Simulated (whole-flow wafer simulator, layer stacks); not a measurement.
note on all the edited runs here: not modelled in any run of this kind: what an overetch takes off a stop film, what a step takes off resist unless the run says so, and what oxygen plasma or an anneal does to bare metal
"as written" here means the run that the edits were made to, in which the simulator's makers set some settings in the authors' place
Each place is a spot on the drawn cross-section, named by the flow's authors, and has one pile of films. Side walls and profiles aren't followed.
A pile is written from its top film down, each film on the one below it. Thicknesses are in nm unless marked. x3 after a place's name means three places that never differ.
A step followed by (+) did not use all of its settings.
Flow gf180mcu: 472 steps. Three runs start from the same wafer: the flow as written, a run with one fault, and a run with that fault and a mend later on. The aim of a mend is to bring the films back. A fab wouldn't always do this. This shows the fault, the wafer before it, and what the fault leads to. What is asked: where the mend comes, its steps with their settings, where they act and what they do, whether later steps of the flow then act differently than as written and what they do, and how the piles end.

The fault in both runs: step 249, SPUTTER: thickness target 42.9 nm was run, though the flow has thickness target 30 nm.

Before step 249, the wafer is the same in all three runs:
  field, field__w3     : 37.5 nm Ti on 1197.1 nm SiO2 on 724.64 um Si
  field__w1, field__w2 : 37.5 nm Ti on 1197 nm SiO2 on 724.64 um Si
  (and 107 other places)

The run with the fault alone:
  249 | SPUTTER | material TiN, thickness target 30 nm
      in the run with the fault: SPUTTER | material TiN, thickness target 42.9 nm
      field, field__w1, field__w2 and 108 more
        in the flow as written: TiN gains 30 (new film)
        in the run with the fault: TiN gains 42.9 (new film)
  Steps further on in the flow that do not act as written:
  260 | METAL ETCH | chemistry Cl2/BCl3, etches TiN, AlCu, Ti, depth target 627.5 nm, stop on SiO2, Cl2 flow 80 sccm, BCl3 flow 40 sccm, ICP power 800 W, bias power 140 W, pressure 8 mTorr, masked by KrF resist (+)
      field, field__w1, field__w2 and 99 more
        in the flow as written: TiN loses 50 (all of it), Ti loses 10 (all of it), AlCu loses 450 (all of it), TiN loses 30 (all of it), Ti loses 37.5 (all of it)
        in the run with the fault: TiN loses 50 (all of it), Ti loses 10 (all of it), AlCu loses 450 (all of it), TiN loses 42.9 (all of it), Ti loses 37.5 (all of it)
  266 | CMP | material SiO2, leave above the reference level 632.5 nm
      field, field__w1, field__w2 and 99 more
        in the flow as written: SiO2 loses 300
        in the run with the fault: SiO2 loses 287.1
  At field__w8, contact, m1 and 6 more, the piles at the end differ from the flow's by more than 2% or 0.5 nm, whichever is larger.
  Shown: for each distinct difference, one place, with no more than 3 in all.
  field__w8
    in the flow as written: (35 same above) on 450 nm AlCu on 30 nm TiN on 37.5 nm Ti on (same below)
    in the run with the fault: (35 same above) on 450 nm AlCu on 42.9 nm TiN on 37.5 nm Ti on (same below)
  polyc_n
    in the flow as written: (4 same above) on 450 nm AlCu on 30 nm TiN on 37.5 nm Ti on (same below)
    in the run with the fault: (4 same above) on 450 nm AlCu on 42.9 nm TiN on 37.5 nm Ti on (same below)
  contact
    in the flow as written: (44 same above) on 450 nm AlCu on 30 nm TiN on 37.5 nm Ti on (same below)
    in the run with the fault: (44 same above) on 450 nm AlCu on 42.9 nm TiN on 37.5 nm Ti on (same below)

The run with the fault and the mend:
  The mend stands after step 249.
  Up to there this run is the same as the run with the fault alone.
  249a | METAL ETCH | chemistry Cl2/BCl3, etches TiN, AlCu, Ti, depth target 12.9 nm, Cl2 flow 80 sccm, BCl3 flow 40 sccm, ICP power 800 W, bias power 140 W, pressure 8 mTorr
      field, field__w1, field__w2 and 108 more
        TiN loses 12.9
  None of the later steps of the flow acts differently than as written at any place that is followed.
  At every place that both follow, the piles at the end match the flow's.
